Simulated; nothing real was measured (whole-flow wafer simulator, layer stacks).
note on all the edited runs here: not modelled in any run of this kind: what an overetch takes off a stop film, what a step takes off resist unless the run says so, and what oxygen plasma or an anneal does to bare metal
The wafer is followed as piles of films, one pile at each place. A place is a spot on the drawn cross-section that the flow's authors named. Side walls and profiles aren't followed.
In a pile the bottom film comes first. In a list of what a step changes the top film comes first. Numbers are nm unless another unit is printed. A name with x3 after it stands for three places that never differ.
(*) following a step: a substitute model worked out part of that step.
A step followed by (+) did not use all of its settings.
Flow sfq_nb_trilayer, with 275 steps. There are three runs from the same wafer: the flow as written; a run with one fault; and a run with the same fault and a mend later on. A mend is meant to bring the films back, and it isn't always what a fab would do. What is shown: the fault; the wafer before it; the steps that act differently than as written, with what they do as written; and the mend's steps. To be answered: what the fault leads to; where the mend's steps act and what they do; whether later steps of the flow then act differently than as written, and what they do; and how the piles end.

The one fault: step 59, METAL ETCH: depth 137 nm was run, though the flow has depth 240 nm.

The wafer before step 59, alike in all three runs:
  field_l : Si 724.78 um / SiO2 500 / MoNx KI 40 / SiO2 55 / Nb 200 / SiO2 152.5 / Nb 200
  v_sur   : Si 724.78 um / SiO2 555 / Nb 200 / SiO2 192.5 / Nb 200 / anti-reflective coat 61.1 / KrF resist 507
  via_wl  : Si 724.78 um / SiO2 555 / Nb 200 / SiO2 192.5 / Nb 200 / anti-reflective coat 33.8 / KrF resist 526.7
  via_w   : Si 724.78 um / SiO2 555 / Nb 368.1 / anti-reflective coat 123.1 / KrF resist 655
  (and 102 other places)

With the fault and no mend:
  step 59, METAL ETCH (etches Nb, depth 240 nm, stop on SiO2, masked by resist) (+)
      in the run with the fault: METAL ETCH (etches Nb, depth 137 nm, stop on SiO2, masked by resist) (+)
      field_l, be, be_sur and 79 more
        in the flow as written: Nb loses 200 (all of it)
        in the run with the fault: Nb loses 137
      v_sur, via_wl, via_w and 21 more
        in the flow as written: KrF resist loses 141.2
        in the run with the fault: KrF resist loses 80.6
  Steps further on in the flow that do not act as written:
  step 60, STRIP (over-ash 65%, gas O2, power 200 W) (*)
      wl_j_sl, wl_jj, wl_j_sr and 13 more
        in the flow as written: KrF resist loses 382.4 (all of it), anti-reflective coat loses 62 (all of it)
        in the run with the fault: KrF resist loses 443 (all of it), anti-reflective coat loses 62 (all of it)
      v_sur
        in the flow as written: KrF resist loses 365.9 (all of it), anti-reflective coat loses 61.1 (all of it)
        in the run with the fault: KrF resist loses 426.5 (all of it), anti-reflective coat loses 61.1 (all of it)
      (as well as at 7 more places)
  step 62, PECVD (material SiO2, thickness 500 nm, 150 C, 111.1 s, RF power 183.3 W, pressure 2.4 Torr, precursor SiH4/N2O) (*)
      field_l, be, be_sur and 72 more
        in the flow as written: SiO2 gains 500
        in the run with the fault: SiO2 gains 500 (new film)
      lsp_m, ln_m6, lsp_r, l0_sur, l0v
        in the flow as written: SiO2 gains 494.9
        in the run with the fault: SiO2 gains 500 (new film)
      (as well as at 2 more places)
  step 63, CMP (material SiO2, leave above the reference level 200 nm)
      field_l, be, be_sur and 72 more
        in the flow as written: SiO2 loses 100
        in the run with the fault: SiO2 loses 163
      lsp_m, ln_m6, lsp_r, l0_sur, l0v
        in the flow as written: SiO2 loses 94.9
        in the run with the fault: SiO2 loses 163
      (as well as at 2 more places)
  By the end, the piles at field_l, be, be_sur and 79 more depart from the flow's by more than 2% or 0.5 nm, whichever is larger.
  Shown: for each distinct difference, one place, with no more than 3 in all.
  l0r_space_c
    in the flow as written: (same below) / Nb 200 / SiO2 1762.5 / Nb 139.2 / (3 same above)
    in the run with the fault: (same below) / Nb 200 / SiO2 192.5 / Nb 63 / SiO2 1507 / Nb 139.2 / (3 same above)
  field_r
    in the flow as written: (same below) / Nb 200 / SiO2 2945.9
    in the run with the fault: (same below) / Nb 200 / SiO2 192.5 / Nb 63 / SiO2 2690.4
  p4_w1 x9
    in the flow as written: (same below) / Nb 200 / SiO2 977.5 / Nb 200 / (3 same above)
    in the run with the fault: (same below) / Nb 200 / SiO2 192.5 / Nb 63 / SiO2 722 / Nb 200 / (3 same above)

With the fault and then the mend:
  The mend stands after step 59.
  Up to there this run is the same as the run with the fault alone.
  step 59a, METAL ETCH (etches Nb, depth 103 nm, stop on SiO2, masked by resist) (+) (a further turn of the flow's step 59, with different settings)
      field_l, be, be_sur and 79 more
        Nb loses 63 (all of it)
      v_sur, via_wl, via_w and 21 more
        KrF resist loses 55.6
  Every later step of the flow that is run acts as written, at every place that is followed, to within 2% or 0.5 nm, whichever is larger.
  By the end, the piles equal the flow's at every place that both follow.
